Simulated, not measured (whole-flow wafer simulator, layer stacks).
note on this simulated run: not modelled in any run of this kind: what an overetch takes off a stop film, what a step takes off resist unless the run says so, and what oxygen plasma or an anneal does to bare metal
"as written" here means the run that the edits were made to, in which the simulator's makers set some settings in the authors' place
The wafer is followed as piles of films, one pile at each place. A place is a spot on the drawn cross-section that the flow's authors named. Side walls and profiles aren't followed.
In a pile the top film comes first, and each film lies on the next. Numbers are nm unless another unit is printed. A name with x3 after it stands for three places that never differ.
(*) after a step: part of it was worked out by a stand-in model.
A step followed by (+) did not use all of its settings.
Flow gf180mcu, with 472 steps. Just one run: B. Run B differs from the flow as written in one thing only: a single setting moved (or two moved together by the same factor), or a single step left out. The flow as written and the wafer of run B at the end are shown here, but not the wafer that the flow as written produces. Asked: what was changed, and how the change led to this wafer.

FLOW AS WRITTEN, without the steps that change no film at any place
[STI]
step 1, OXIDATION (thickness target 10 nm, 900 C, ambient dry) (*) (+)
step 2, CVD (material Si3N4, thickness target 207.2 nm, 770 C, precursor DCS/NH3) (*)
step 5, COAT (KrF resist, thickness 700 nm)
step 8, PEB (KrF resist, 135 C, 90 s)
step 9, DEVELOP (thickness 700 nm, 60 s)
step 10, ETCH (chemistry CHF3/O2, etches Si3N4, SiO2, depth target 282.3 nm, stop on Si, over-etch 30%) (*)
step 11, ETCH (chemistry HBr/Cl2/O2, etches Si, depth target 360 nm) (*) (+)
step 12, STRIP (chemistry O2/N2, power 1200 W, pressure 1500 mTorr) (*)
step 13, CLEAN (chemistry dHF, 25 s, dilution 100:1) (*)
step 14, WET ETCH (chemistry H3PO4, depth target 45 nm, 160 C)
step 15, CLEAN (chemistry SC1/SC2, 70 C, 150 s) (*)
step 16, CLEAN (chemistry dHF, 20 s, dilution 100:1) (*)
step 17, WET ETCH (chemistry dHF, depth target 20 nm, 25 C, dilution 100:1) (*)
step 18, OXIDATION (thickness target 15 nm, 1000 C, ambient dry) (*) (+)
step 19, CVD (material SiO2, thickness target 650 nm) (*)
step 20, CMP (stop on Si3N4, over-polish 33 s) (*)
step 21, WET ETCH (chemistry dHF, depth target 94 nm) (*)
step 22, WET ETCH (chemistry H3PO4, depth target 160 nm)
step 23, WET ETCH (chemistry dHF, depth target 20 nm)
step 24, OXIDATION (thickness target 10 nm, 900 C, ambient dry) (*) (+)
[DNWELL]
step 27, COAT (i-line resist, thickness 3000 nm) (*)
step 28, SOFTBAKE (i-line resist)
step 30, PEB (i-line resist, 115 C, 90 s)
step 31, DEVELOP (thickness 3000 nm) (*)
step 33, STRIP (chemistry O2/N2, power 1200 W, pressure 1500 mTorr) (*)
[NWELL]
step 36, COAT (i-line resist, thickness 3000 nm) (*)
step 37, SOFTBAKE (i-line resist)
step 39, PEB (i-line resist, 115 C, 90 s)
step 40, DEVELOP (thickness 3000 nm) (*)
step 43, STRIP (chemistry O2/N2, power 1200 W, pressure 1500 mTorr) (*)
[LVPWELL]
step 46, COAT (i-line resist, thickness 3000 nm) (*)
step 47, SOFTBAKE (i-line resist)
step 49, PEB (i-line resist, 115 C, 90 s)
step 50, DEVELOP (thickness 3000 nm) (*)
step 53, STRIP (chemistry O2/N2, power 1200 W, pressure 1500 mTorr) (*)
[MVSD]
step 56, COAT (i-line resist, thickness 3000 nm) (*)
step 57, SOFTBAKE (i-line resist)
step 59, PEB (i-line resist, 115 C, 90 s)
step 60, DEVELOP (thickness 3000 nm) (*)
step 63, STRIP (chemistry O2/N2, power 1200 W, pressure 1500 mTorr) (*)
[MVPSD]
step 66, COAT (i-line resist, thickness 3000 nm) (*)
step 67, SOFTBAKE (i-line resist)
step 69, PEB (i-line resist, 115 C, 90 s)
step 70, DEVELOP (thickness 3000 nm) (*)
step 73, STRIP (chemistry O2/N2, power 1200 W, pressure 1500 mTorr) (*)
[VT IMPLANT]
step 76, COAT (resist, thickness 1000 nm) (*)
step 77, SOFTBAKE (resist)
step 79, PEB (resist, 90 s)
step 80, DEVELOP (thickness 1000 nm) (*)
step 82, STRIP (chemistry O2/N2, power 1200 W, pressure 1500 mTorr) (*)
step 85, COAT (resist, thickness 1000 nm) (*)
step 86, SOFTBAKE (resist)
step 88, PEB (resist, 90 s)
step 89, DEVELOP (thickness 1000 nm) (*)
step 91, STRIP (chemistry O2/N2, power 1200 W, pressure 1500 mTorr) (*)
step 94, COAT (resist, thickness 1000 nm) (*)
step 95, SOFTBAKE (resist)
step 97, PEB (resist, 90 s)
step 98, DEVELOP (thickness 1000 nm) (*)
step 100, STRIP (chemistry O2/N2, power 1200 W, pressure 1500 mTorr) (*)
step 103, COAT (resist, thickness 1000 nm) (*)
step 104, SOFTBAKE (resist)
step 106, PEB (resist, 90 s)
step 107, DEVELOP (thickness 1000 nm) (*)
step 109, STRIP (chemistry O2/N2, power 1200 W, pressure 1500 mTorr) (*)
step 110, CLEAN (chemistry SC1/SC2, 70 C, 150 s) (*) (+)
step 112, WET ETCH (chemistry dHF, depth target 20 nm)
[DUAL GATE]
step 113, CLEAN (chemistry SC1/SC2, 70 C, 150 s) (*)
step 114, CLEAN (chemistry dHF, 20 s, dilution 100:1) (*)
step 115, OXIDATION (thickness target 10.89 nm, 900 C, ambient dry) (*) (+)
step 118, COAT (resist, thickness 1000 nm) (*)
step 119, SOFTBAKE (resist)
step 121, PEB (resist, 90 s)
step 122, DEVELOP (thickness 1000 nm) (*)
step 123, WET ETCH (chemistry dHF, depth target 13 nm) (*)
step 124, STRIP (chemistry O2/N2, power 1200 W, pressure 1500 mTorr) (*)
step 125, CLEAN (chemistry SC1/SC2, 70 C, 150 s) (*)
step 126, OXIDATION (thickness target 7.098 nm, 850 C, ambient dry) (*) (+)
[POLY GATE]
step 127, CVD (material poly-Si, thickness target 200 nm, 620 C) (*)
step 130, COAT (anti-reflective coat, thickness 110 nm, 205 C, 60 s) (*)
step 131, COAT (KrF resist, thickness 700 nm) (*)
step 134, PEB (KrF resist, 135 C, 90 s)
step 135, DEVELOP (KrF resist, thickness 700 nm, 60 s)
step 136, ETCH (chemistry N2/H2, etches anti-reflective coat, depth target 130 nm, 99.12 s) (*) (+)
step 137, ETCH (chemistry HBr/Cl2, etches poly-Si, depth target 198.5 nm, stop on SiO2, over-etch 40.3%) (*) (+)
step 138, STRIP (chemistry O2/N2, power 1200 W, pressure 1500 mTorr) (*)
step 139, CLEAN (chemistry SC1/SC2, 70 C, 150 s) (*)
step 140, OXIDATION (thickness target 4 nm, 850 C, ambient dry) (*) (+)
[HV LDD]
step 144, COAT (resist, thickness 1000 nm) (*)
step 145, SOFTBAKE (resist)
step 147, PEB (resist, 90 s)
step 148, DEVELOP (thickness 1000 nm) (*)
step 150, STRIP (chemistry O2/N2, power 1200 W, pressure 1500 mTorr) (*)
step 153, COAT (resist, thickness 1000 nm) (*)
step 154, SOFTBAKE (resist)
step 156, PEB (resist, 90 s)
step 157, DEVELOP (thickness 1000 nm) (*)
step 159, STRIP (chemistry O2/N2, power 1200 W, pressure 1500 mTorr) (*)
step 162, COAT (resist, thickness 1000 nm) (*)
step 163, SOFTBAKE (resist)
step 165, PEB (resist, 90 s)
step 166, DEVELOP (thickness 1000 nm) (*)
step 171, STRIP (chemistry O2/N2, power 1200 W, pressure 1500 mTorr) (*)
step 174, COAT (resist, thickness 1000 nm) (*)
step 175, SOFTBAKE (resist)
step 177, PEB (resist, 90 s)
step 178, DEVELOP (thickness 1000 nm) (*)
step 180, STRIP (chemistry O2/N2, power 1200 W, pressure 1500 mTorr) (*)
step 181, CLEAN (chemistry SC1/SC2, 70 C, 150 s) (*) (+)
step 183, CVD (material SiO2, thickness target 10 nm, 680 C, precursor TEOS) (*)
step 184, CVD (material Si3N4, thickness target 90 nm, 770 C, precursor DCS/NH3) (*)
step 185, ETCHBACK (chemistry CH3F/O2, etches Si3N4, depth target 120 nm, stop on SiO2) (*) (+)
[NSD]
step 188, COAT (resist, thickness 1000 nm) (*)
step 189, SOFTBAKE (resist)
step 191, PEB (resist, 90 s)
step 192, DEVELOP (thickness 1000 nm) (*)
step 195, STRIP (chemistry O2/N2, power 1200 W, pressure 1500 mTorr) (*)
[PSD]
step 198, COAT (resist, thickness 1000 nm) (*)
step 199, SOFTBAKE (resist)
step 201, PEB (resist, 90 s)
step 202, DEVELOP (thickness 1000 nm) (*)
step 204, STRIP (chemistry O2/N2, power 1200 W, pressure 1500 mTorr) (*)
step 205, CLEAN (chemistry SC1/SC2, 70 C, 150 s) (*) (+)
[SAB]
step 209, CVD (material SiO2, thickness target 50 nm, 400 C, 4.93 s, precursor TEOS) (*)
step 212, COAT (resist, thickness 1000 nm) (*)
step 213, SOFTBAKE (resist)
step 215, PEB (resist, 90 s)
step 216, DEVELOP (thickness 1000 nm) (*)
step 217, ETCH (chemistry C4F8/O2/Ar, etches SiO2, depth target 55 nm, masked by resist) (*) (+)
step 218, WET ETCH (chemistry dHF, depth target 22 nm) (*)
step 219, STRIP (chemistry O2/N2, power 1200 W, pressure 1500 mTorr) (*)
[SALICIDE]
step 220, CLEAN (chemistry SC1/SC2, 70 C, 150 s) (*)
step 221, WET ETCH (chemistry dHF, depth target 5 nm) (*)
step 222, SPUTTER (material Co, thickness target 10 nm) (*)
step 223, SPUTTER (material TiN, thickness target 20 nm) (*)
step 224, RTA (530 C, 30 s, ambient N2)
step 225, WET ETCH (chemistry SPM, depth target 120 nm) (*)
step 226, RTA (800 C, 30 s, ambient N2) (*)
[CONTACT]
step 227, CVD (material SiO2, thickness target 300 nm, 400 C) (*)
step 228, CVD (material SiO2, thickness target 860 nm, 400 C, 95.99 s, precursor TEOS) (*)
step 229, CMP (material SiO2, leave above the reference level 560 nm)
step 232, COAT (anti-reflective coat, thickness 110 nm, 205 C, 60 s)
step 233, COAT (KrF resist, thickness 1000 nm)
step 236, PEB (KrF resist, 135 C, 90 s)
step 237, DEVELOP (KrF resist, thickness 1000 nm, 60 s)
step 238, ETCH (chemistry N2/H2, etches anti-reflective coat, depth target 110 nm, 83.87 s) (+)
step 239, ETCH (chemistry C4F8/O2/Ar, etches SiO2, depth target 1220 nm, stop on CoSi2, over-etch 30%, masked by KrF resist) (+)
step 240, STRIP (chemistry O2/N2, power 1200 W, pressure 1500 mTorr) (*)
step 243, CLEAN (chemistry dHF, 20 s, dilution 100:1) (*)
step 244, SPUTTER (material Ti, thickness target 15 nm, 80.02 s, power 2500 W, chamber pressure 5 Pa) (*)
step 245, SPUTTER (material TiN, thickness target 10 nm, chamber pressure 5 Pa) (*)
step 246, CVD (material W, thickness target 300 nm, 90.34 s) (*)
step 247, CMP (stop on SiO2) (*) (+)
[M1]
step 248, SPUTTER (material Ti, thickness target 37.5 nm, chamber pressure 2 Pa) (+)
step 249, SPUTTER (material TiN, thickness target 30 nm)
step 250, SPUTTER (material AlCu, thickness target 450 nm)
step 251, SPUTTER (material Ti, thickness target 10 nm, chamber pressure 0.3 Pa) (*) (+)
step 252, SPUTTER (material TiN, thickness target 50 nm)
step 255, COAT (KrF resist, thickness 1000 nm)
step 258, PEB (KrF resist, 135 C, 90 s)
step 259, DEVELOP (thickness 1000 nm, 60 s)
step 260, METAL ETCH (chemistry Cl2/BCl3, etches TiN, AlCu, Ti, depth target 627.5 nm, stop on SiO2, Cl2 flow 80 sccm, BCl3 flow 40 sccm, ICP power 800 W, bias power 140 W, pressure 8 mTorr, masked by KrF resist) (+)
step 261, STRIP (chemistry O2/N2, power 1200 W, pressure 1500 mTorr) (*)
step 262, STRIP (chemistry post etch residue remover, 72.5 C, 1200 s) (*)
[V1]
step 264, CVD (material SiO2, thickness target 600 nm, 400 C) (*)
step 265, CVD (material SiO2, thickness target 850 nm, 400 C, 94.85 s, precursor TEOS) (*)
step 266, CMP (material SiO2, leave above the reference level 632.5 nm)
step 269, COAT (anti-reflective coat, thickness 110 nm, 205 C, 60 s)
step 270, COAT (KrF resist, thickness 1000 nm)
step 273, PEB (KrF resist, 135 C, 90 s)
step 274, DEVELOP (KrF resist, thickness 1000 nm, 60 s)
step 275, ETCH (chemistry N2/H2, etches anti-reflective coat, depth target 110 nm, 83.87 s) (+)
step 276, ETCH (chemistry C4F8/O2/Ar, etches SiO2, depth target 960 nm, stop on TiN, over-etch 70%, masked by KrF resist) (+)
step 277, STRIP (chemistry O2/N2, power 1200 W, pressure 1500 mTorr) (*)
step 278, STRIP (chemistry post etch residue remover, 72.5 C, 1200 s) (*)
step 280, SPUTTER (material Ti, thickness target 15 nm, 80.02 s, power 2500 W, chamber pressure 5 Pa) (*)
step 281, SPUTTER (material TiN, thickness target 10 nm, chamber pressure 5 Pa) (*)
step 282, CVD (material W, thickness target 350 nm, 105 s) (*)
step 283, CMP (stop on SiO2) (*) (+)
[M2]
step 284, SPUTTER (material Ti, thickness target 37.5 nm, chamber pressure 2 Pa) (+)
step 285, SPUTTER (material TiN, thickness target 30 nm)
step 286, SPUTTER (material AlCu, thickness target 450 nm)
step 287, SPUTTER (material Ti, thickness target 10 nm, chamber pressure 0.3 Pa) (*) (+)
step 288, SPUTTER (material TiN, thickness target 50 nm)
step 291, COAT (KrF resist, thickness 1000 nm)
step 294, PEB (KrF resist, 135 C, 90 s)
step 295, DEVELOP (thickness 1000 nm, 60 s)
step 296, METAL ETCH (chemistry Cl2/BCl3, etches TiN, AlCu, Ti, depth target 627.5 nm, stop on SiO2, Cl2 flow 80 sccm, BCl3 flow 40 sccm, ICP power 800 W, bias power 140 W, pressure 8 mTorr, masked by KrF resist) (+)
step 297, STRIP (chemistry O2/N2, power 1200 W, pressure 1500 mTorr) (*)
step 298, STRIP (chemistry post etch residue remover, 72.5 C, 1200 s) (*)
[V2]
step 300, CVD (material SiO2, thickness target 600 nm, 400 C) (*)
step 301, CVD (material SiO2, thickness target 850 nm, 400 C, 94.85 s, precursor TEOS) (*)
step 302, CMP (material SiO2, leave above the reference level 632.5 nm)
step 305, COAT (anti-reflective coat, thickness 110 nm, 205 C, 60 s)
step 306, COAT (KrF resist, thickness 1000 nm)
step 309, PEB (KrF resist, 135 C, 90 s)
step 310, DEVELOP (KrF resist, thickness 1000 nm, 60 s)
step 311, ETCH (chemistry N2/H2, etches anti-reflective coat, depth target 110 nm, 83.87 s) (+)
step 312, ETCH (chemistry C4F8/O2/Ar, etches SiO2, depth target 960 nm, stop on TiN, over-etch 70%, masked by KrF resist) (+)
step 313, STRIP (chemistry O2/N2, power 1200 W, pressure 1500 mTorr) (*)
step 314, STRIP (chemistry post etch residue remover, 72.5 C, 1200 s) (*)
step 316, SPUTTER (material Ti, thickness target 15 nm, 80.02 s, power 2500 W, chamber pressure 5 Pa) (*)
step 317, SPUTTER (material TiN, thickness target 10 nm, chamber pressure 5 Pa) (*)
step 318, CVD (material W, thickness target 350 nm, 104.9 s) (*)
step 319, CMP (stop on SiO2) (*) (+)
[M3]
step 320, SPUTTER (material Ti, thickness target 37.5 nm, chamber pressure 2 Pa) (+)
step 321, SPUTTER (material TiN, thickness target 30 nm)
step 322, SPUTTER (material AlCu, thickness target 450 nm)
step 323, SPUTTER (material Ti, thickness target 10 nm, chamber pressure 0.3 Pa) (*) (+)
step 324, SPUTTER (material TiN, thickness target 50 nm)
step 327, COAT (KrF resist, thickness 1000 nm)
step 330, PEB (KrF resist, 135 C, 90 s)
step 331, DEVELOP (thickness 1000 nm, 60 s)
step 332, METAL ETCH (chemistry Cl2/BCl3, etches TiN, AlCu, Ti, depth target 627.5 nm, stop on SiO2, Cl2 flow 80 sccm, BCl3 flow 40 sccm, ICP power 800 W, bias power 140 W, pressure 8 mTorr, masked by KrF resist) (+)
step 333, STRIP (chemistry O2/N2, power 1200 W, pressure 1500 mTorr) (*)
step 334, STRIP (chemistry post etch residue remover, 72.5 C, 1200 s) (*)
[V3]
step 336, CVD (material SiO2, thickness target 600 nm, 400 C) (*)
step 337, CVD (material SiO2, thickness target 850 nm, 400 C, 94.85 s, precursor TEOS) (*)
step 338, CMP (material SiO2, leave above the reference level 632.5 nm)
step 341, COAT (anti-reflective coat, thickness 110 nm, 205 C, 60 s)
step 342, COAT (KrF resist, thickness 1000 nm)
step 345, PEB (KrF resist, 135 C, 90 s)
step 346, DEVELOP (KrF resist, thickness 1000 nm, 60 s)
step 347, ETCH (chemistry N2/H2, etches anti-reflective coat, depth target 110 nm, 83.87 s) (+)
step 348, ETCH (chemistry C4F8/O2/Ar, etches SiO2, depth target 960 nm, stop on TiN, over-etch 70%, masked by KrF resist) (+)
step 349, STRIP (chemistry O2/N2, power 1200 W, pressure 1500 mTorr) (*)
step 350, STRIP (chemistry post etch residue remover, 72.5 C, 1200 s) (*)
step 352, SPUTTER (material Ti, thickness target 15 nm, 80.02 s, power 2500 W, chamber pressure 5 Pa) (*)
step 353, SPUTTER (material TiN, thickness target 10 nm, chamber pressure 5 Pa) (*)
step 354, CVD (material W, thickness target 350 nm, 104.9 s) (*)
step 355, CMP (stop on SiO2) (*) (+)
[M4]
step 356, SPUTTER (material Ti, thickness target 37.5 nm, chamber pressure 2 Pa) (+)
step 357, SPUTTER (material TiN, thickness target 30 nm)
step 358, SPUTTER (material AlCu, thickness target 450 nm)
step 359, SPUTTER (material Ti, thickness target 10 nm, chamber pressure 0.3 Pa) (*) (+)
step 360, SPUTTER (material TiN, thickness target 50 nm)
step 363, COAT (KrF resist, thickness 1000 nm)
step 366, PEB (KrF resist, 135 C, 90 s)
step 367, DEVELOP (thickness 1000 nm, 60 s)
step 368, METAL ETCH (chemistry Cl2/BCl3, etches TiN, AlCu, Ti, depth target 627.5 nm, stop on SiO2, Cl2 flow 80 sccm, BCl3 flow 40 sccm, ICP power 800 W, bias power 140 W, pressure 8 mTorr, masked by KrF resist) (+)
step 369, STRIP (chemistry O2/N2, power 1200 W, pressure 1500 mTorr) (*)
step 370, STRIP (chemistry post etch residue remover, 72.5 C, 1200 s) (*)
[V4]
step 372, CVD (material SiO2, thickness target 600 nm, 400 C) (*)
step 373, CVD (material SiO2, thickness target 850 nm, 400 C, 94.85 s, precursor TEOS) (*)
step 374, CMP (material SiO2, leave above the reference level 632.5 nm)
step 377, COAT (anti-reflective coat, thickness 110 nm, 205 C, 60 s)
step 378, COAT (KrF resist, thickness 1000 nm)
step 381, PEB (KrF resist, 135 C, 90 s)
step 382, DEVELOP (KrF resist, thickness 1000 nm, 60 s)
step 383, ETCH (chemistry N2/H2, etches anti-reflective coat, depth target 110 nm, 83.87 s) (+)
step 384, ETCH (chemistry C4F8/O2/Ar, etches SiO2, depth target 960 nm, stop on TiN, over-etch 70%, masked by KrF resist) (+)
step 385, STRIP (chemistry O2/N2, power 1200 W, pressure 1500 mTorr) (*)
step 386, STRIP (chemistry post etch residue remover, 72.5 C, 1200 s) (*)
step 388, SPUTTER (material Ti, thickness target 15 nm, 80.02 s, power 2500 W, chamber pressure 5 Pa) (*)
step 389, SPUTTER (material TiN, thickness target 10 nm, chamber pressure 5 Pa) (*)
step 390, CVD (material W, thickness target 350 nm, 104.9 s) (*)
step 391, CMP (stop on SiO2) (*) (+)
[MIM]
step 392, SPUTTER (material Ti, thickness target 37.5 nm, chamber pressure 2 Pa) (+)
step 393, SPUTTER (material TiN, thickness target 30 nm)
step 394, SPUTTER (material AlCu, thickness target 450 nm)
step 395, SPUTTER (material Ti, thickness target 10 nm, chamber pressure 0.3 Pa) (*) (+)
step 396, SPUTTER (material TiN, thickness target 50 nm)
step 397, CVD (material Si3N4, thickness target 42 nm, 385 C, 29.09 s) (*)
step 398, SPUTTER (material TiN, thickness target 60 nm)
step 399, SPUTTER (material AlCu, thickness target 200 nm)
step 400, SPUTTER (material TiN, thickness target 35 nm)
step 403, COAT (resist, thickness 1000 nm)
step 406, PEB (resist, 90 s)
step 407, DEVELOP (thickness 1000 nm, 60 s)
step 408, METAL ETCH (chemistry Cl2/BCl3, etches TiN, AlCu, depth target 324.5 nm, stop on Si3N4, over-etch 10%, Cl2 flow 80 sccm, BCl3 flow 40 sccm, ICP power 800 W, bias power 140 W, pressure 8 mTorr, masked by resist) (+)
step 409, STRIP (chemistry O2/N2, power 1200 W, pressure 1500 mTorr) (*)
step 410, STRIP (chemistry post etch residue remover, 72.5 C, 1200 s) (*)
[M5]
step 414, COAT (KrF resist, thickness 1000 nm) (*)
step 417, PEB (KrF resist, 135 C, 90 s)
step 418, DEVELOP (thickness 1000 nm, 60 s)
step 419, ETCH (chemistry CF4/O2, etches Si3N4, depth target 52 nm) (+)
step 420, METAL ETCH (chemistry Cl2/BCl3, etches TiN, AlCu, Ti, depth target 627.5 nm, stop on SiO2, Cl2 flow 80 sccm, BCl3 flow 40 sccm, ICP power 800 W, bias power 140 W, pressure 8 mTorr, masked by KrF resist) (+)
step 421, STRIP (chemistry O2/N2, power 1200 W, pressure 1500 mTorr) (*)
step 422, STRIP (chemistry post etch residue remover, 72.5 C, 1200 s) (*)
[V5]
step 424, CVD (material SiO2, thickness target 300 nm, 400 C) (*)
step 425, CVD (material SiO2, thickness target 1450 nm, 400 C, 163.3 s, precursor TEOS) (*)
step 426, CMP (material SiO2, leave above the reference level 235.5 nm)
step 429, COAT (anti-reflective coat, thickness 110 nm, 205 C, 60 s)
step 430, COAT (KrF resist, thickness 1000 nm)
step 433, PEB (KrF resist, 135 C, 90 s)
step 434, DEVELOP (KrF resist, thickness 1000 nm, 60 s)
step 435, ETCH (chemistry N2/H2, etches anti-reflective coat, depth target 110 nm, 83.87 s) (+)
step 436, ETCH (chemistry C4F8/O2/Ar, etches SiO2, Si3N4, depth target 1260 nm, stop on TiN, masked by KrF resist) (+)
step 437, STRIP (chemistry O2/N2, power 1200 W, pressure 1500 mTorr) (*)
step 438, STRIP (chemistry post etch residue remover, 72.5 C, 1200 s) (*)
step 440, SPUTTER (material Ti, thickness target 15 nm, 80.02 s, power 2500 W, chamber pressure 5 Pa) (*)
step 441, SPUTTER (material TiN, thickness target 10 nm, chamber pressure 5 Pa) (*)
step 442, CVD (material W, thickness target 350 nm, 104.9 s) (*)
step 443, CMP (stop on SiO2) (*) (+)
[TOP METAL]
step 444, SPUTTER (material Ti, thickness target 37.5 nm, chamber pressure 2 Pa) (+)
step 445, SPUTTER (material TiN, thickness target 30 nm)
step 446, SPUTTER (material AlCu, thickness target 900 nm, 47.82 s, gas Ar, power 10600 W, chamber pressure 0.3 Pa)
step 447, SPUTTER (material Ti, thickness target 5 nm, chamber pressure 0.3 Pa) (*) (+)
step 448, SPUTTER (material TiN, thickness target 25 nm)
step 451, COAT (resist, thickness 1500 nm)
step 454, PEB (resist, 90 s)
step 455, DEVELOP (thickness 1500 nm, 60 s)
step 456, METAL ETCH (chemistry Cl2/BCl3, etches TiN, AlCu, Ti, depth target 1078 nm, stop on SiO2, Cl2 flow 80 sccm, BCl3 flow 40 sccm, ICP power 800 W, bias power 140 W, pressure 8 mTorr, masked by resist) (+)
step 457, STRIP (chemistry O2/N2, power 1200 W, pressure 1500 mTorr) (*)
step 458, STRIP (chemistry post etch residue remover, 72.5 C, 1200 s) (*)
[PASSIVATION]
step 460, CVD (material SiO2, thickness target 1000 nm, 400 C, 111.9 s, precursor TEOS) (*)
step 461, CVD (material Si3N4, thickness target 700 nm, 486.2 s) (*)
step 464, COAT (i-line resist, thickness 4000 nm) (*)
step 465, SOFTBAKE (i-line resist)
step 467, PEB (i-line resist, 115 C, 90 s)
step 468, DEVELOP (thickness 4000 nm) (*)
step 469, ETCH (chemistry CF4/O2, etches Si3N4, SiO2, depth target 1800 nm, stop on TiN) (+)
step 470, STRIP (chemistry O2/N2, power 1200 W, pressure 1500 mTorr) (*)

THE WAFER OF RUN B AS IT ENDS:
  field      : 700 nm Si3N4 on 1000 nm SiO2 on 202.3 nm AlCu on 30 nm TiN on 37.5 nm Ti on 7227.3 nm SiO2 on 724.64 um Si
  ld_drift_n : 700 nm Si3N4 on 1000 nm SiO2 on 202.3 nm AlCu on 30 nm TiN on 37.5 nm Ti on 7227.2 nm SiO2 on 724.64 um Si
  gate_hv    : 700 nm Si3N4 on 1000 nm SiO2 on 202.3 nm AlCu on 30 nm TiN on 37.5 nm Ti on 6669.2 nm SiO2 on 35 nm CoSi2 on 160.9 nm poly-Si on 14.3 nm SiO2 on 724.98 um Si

Cause: step 456, METAL ETCH: depth target 722 nm was run, whereas the flow has depth target 1078 nm.

Step by step, how the change led to this:
  step 456, METAL ETCH (chemistry Cl2/BCl3, etches TiN, AlCu, Ti, depth target 1078 nm, stop on SiO2, Cl2 flow 80 sccm, BCl3 flow 40 sccm, ICP power 800 W, bias power 140 W, pressure 8 mTorr, masked by resist) (+)
      field, field__w1, field__w2 and 103 more: -25 TiN (all of it), -5 Ti (all of it), -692 AlCu (it would be, as written: -25 TiN (all of it), -5 Ti (all of it), -900 AlCu (all of it), -30 TiN (all of it), -37.5 Ti (all of it))
      field__w8, contact, m1, m1__w1, pad, m1_nw: -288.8 resist (it would be, as written: -431 resist)
  step 457, STRIP (chemistry O2/N2, power 1200 W, pressure 1500 mTorr) (*)
      field__w8, contact, m1, m1__w1, pad, m1_nw: -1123 resist (all of it) (it would be, as written: -980.8 resist (all of it))
  step 458, STRIP (chemistry post etch residue remover, 72.5 C, 1200 s) (*)
      field, field__w1, field__w2 and 103 more: -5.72 AlCu (it would be, as written: nothing)
  step 460, CVD (material SiO2, thickness target 1000 nm, 400 C, 111.9 s, precursor TEOS) (*)
      field, field__w1, field__w2 and 103 more: +1000 SiO2 (new film) (it would be, as written: +1000 SiO2)
  step 464, COAT (i-line resist, thickness 4000 nm) (*)
      field__w8: +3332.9 i-line resist (new film) (it would be, as written: +3093.1 i-line resist (new film))
      contact: +3369.1 i-line resist (new film) (it would be, as written: +3153.6 i-line resist (new film))
      (and at 4 other places as well)
  step 465, SOFTBAKE (i-line resist)
      field: -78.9 i-line resist (it would be, as written: -120.6 i-line resist)
      field__w1: -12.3 i-line resist (it would be, as written: -16.8 i-line resist)
      (and at 67 other places as well)
  step 467, PEB (i-line resist, 115 C, 90 s)
      field__w8, m1__w1: -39 i-line resist (it would be, as written: -34.7 i-line resist)
      contact: -39.2 i-line resist (it would be, as written: -35.1 i-line resist)
      (and at 3 other places as well)
  step 468, DEVELOP (thickness 4000 nm) (*)
      pad: -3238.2 i-line resist (all of it) (it would be, as written: -2974.8 i-line resist (all of it))
  step 470, STRIP (chemistry O2/N2, power 1200 W, pressure 1500 mTorr) (*)
      field__w8: -2047.7 i-line resist (all of it) (it would be, as written: -1787.7 i-line resist (all of it))
      contact: -2062.2 i-line resist (all of it) (it would be, as written: -1811.2 i-line resist (all of it))
      (and at 3 other places as well)
Taking metal films that touch as one body, field has 1 body; the flow as written gives 0 bodies.
Taking metal films that touch as one body, ld_drift_n has 1 body; the flow as written gives 0 bodies.
Taking metal films that touch as one body, gate_hv has 2 bodies (between them, from the top down: SiO2 6669.2); the flow as written gives 1 body.
